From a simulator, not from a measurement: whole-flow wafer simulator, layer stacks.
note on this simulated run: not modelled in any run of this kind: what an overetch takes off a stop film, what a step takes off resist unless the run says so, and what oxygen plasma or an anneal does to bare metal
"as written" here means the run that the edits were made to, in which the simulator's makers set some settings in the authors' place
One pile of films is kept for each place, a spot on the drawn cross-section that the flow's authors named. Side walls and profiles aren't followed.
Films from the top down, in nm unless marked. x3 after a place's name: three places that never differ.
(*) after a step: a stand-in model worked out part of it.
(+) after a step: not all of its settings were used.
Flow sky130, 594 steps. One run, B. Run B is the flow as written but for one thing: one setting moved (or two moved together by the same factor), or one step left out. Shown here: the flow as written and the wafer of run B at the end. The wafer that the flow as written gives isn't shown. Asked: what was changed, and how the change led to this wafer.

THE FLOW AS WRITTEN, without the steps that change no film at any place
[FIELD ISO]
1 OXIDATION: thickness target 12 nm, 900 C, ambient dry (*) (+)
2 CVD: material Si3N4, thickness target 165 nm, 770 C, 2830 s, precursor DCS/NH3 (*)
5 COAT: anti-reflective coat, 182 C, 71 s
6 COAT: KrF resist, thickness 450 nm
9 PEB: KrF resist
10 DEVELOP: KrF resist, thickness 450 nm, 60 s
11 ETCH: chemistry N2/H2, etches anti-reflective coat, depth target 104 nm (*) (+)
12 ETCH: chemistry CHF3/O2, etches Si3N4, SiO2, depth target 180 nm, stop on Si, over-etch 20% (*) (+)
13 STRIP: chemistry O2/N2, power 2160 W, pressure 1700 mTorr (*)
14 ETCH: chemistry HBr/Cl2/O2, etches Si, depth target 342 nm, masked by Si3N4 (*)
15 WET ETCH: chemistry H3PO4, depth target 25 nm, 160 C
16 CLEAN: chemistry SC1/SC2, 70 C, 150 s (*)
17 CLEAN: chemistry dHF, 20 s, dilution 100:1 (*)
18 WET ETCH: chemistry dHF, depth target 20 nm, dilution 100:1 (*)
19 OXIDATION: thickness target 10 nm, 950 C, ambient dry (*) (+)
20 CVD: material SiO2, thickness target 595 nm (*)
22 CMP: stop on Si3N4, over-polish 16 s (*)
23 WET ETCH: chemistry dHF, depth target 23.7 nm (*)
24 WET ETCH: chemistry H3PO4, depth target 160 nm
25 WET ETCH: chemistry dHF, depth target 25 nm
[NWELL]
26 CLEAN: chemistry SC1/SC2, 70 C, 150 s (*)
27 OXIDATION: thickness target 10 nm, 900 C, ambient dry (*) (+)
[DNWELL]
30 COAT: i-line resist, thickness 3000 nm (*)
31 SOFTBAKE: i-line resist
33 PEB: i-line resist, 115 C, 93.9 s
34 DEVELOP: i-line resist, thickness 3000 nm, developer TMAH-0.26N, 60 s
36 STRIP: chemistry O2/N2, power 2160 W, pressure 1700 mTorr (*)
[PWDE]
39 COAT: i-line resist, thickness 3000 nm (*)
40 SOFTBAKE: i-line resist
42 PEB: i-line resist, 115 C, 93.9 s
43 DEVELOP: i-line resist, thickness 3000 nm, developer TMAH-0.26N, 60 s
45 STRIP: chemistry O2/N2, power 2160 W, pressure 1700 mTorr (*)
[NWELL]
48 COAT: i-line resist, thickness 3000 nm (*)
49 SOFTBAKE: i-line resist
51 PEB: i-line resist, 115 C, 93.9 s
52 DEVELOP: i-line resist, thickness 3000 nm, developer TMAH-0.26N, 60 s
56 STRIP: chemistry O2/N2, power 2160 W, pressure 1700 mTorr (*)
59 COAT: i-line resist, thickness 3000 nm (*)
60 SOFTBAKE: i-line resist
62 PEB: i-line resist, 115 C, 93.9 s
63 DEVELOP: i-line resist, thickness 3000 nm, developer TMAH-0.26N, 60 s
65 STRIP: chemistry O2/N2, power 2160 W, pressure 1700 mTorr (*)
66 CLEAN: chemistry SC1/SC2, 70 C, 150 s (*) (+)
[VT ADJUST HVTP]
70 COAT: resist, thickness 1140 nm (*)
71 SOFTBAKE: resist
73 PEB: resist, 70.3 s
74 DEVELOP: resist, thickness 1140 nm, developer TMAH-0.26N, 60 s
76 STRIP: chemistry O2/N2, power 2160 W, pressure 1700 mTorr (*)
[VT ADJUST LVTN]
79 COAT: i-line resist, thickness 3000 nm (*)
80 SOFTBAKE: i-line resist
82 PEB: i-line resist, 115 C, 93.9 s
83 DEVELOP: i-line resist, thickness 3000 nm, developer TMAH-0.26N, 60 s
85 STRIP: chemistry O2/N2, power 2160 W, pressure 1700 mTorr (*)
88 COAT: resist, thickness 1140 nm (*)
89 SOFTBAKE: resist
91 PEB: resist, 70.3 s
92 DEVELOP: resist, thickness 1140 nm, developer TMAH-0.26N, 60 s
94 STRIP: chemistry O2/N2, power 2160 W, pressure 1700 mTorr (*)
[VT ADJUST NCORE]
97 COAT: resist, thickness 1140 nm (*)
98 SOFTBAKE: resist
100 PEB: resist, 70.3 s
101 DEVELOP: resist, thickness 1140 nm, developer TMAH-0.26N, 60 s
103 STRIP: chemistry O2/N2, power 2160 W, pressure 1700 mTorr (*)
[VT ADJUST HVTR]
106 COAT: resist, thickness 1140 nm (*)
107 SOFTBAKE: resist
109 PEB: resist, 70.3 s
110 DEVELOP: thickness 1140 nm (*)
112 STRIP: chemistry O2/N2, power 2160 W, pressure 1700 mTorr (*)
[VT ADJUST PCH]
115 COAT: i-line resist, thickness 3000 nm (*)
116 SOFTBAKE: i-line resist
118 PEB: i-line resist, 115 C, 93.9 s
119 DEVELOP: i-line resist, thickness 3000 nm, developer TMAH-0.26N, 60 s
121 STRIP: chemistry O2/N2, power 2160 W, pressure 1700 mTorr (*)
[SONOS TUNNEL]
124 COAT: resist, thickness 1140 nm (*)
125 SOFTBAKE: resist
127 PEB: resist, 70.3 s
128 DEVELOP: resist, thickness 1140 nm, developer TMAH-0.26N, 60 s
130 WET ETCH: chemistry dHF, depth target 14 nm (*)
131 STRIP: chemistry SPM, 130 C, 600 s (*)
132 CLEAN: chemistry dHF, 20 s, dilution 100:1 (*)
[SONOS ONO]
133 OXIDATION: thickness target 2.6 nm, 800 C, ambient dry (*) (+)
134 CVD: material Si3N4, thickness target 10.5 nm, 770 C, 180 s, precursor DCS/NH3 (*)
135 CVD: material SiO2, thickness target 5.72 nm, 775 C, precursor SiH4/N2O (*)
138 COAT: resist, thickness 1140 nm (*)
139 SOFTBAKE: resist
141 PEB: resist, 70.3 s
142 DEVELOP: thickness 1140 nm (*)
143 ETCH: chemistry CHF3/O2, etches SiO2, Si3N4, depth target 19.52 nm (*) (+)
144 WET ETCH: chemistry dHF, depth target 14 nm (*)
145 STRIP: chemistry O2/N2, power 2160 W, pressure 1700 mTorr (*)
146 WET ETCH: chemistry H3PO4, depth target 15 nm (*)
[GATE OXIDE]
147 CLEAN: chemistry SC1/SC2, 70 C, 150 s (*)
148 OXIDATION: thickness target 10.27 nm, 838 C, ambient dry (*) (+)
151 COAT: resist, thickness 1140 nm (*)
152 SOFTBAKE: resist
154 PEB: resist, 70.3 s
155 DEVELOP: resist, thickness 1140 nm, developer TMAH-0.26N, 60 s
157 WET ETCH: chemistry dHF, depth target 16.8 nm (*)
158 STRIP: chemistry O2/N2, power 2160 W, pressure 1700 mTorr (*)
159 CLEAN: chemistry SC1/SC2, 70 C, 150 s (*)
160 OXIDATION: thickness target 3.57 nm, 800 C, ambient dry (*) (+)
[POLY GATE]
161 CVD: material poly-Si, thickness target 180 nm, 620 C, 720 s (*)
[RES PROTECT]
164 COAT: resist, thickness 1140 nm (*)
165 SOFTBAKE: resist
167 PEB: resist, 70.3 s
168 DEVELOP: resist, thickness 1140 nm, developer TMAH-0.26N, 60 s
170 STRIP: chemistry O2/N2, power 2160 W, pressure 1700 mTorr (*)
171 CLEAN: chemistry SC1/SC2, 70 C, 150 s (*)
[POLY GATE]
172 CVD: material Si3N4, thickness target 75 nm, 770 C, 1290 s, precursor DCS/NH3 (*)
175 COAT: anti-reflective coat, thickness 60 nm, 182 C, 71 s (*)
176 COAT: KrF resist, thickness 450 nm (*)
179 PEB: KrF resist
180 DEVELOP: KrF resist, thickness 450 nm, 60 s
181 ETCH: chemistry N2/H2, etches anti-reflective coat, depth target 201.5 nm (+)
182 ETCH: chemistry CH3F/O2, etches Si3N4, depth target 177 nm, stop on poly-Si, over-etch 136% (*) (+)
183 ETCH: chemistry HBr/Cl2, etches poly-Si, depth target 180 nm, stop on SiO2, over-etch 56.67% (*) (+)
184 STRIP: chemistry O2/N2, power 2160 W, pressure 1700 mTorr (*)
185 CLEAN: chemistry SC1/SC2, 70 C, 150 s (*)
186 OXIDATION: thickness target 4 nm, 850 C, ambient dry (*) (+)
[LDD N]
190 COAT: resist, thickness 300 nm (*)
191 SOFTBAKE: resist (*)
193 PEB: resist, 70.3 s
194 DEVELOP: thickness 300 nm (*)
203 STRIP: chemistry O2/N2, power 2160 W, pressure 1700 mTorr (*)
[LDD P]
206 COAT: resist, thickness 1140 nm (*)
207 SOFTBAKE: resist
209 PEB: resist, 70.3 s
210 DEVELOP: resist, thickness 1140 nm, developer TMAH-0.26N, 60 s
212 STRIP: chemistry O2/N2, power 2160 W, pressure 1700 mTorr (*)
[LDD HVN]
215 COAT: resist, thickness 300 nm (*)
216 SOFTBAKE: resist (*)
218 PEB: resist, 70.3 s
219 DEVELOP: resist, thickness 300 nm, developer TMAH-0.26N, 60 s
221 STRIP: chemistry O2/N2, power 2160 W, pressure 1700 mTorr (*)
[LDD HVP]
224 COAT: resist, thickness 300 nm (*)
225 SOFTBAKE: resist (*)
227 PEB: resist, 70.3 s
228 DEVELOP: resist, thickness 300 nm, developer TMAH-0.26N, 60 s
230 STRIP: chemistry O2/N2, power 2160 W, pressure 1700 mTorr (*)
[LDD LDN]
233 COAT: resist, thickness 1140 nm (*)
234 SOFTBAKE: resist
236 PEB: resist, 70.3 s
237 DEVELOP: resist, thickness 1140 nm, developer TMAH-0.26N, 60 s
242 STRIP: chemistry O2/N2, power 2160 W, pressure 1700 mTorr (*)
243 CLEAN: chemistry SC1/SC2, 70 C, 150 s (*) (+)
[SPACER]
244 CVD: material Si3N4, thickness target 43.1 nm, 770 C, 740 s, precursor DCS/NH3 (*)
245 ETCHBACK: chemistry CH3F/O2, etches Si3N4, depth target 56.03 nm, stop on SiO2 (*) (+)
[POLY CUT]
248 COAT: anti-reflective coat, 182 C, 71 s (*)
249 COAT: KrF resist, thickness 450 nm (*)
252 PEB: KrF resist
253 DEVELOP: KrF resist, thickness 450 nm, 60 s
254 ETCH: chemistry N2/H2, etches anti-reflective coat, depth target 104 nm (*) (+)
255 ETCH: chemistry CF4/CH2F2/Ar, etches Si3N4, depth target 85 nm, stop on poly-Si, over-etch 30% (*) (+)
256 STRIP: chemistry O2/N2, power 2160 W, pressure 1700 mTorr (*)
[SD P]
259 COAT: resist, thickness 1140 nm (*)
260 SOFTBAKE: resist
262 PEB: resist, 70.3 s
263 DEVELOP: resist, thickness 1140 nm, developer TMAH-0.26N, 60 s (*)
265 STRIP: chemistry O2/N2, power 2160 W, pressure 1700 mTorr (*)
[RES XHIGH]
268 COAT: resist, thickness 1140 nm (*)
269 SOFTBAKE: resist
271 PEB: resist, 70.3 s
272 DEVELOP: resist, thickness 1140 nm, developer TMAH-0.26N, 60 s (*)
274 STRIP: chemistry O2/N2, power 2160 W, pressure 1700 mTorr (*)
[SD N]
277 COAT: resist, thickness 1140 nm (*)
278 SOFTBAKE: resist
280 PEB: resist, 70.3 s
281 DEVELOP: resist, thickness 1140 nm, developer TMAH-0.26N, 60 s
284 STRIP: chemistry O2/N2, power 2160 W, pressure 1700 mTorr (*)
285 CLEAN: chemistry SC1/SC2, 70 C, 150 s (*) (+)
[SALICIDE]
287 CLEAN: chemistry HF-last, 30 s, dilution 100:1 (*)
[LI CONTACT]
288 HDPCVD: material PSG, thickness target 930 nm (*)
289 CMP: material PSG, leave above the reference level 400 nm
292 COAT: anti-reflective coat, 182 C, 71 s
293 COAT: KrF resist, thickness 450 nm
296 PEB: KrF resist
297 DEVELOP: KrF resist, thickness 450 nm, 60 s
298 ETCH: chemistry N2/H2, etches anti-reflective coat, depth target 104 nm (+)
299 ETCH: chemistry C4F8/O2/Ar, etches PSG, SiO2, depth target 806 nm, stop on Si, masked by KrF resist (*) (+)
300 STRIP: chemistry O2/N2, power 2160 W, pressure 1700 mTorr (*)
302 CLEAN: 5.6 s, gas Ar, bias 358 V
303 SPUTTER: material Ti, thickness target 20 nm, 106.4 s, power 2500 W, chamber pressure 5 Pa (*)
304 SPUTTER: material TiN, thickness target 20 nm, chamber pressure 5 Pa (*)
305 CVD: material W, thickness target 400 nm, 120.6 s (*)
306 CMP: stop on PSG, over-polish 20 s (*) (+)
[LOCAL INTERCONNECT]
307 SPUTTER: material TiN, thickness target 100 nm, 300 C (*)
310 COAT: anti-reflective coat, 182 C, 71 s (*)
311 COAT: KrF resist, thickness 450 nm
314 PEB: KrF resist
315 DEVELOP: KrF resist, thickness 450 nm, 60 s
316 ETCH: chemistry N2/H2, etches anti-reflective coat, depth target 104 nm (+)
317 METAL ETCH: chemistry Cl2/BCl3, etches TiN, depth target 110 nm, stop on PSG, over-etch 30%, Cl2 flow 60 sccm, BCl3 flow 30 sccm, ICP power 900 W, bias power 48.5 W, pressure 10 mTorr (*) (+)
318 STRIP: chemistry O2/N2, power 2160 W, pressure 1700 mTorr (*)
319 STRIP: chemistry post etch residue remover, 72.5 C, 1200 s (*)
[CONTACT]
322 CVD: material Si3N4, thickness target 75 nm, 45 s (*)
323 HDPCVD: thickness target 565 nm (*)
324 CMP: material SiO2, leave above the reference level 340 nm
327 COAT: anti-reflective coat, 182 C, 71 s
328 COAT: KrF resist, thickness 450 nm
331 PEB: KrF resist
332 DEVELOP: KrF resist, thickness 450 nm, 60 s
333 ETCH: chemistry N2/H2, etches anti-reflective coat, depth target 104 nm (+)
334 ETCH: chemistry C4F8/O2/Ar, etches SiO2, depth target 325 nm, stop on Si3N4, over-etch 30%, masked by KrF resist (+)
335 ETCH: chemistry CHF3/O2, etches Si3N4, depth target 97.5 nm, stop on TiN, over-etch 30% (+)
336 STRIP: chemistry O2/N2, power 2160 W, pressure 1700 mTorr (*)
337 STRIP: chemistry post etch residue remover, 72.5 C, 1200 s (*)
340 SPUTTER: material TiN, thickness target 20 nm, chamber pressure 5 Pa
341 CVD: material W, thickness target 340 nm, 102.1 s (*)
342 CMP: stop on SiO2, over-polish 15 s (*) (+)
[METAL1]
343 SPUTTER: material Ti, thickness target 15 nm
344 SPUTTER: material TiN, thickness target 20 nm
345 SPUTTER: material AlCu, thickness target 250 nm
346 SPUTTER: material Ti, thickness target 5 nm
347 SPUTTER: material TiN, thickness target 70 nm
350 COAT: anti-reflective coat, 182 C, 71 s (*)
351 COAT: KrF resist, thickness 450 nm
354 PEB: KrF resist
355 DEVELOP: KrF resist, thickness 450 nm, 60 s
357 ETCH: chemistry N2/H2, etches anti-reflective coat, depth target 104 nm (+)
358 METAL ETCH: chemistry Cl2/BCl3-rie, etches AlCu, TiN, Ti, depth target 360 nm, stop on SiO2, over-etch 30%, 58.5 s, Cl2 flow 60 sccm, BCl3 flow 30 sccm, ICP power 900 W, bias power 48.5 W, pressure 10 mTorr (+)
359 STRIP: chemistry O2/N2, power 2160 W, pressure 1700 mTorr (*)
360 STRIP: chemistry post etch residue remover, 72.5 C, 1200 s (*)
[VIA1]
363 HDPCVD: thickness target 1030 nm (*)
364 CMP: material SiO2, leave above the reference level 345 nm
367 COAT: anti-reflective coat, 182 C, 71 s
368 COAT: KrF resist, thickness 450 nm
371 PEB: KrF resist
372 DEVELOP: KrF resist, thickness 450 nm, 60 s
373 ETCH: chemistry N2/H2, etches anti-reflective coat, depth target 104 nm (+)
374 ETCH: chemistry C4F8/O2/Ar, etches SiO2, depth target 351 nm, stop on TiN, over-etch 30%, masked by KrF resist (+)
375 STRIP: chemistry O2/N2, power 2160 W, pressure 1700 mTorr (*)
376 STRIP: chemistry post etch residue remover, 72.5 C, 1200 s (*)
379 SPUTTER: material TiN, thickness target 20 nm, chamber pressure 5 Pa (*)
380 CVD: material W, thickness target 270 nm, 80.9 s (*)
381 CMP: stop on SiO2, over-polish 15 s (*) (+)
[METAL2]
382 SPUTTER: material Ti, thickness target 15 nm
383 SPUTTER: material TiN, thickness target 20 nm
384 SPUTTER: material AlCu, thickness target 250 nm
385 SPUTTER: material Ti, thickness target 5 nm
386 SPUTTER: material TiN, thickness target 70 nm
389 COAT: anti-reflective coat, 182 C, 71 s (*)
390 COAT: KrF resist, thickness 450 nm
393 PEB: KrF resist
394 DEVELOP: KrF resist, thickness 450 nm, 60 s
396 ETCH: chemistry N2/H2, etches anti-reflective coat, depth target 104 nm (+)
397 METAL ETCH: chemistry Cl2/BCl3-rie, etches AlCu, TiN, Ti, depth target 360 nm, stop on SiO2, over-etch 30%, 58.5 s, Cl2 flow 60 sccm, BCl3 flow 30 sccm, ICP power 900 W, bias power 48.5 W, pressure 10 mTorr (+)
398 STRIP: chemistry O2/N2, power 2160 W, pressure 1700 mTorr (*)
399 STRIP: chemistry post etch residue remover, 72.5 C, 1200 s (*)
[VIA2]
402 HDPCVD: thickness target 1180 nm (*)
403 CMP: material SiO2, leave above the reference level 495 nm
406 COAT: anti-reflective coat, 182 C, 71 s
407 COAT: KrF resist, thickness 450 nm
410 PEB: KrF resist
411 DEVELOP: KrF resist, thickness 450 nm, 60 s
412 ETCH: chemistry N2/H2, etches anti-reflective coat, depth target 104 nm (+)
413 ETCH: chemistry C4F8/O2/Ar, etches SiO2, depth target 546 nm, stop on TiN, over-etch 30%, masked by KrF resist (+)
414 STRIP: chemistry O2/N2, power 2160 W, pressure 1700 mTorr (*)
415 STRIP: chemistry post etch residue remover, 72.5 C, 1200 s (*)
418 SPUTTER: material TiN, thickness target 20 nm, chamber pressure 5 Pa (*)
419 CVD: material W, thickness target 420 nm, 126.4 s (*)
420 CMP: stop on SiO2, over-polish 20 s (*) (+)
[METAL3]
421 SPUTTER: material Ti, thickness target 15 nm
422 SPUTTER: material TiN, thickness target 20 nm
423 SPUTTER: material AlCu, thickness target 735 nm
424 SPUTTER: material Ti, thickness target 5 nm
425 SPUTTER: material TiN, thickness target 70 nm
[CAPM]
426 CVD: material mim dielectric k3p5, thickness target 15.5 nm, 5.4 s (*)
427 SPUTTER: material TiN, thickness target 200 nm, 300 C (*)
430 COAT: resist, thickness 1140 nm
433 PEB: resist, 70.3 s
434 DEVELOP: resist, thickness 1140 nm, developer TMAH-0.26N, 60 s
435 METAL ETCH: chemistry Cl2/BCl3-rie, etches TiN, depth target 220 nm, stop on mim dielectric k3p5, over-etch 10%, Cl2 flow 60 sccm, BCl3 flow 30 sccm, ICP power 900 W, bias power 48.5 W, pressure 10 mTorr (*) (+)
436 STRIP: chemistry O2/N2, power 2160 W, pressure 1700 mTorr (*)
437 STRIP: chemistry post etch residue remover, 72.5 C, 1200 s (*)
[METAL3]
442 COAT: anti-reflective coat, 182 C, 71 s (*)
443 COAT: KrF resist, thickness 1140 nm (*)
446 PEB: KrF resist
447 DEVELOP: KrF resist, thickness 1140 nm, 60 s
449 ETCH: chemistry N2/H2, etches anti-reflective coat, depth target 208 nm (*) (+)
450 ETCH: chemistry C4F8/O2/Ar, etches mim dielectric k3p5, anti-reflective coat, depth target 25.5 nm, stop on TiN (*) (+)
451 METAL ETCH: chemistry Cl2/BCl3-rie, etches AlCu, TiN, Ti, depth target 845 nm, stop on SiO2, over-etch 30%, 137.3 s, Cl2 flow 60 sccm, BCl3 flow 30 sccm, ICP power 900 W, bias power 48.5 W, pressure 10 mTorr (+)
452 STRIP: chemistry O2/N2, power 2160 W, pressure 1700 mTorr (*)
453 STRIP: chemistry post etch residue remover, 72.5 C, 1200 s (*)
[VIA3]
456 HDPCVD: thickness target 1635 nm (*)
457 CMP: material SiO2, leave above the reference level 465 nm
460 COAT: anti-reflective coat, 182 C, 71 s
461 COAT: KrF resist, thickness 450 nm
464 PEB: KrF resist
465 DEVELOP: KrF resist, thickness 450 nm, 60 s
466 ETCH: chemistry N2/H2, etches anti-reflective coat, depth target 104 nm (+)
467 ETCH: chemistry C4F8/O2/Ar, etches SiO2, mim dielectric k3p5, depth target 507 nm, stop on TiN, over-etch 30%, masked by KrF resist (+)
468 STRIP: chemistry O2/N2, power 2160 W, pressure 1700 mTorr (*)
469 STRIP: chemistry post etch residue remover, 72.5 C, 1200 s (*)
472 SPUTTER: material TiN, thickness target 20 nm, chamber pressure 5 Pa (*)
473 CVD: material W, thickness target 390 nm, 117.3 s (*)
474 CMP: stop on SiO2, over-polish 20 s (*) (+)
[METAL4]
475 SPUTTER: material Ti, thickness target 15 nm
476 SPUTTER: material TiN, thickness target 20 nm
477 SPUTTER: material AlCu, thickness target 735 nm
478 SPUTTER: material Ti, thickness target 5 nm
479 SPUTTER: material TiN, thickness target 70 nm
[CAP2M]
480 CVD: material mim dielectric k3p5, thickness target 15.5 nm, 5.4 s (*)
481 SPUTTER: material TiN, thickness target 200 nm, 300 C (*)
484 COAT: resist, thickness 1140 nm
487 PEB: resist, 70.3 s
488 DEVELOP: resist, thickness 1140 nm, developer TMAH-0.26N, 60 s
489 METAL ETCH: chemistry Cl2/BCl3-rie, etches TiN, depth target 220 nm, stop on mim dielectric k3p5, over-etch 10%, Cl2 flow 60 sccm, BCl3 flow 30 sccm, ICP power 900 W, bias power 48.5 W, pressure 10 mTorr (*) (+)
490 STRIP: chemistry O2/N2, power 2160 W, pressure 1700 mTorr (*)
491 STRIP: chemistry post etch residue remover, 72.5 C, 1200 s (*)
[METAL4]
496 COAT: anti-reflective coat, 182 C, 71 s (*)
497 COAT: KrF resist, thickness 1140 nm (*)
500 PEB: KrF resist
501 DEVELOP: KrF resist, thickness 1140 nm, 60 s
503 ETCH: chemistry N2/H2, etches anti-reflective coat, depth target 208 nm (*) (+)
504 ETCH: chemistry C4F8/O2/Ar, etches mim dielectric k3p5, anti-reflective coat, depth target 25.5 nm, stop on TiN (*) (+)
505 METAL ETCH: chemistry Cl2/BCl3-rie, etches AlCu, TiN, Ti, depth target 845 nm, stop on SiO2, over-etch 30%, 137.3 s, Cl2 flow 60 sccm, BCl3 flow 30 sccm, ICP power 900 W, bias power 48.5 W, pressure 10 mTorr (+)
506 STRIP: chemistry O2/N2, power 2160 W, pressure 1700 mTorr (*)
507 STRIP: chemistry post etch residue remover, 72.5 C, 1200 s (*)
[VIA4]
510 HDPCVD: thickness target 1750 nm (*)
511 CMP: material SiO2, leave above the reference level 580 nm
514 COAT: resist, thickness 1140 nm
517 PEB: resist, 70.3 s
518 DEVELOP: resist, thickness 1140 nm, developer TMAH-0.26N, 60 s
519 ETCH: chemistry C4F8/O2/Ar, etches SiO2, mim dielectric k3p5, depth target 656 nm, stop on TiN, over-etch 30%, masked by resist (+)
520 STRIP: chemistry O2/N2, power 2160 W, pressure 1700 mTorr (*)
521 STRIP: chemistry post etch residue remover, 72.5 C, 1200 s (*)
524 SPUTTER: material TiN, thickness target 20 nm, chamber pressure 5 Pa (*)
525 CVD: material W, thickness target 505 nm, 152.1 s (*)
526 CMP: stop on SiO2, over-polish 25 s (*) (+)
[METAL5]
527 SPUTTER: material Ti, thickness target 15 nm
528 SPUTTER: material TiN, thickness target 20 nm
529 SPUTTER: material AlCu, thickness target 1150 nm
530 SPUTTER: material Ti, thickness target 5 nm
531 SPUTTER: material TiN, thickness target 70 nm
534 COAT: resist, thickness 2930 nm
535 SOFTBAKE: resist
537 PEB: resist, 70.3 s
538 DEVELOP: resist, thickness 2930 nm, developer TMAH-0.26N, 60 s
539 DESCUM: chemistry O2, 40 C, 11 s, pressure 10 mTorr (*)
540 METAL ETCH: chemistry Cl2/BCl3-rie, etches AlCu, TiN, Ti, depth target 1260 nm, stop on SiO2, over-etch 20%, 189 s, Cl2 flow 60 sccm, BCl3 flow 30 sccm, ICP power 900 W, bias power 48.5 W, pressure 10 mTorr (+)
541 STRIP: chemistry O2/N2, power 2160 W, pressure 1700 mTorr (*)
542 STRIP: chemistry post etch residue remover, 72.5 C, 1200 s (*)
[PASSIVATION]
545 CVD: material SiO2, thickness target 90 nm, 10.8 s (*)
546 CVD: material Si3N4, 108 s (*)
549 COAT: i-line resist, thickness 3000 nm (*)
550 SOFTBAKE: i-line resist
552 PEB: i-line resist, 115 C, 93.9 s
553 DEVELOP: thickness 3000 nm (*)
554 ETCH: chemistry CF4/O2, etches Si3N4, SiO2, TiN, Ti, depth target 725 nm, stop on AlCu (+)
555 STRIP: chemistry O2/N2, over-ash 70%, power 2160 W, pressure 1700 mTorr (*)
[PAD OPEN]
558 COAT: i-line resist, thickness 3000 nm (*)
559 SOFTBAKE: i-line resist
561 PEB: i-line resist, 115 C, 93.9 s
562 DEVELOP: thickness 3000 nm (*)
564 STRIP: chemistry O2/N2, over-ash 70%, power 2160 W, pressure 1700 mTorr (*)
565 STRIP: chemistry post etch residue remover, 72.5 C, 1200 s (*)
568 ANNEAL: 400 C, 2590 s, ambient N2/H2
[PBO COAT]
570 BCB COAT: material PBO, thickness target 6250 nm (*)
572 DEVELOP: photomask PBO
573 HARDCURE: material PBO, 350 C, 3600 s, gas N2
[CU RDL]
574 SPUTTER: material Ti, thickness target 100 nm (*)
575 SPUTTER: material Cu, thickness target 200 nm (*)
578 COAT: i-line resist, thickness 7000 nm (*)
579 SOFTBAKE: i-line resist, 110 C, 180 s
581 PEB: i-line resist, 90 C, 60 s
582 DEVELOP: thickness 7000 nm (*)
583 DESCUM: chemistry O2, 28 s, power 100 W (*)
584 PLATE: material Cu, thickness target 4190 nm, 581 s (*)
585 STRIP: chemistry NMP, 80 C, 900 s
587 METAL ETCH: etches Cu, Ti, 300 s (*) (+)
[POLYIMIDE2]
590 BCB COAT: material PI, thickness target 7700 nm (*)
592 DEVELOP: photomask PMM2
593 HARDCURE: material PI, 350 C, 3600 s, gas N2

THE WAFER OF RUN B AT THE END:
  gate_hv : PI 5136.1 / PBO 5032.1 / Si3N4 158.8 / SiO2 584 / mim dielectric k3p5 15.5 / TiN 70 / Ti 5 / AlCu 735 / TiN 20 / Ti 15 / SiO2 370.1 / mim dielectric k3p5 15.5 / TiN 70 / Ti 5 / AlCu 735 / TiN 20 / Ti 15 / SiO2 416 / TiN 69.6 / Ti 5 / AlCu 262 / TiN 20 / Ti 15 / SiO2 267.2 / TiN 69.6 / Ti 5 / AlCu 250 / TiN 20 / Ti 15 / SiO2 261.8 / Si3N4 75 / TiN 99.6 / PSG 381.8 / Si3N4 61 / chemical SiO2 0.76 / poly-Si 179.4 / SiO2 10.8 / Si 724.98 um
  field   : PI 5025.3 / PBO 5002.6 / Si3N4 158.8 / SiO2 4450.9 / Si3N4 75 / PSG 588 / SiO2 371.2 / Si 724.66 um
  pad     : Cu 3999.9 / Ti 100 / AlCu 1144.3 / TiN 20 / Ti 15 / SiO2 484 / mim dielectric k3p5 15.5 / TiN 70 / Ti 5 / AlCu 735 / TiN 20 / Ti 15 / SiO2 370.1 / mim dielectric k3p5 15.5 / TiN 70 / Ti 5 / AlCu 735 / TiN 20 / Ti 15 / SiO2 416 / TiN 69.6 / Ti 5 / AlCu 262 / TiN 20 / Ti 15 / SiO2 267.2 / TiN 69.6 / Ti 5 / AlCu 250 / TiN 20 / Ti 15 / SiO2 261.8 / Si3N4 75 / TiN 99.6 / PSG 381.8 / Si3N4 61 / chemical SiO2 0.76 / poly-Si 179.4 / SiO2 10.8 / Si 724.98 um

The cause: step 384, SPUTTER: thickness target 262 nm was run, where the flow has thickness target 250 nm.
It can be read off the wafer: gate_hv has AlCu 262, and step 384 as written asks for 250 nm.

How the change led to this, step by step:
  384 SPUTTER: material AlCu, thickness target 250 nm
      field, active, n_well and 188 more: AlCu +262 (new film) (as written it would be: AlCu +250 (new film))
  397 METAL ETCH: chemistry Cl2/BCl3-rie, etches AlCu, TiN, Ti, depth target 360 nm, stop on SiO2, over-etch 30%, 58.5 s, Cl2 flow 60 sccm, BCl3 flow 30 sccm, ICP power 900 W, bias power 48.5 W, pressure 10 mTorr (+)
      field, active, gate and 82 more: TiN -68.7 (all of it), Ti -5 (all of it), AlCu -262 (all of it), TiN -20 (all of it), Ti -15 (all of it), SiO2 -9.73 (as written it would be: TiN -68.7 (all of it), Ti -5 (all of it), AlCu -250 (all of it), TiN -20 (all of it), Ti -15 (all of it), SiO2 -10.9)
  403 CMP: material SiO2, leave above the reference level 495 nm
      field, active, gate and 82 more: SiO2 -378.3 (as written it would be: SiO2 -389.1)
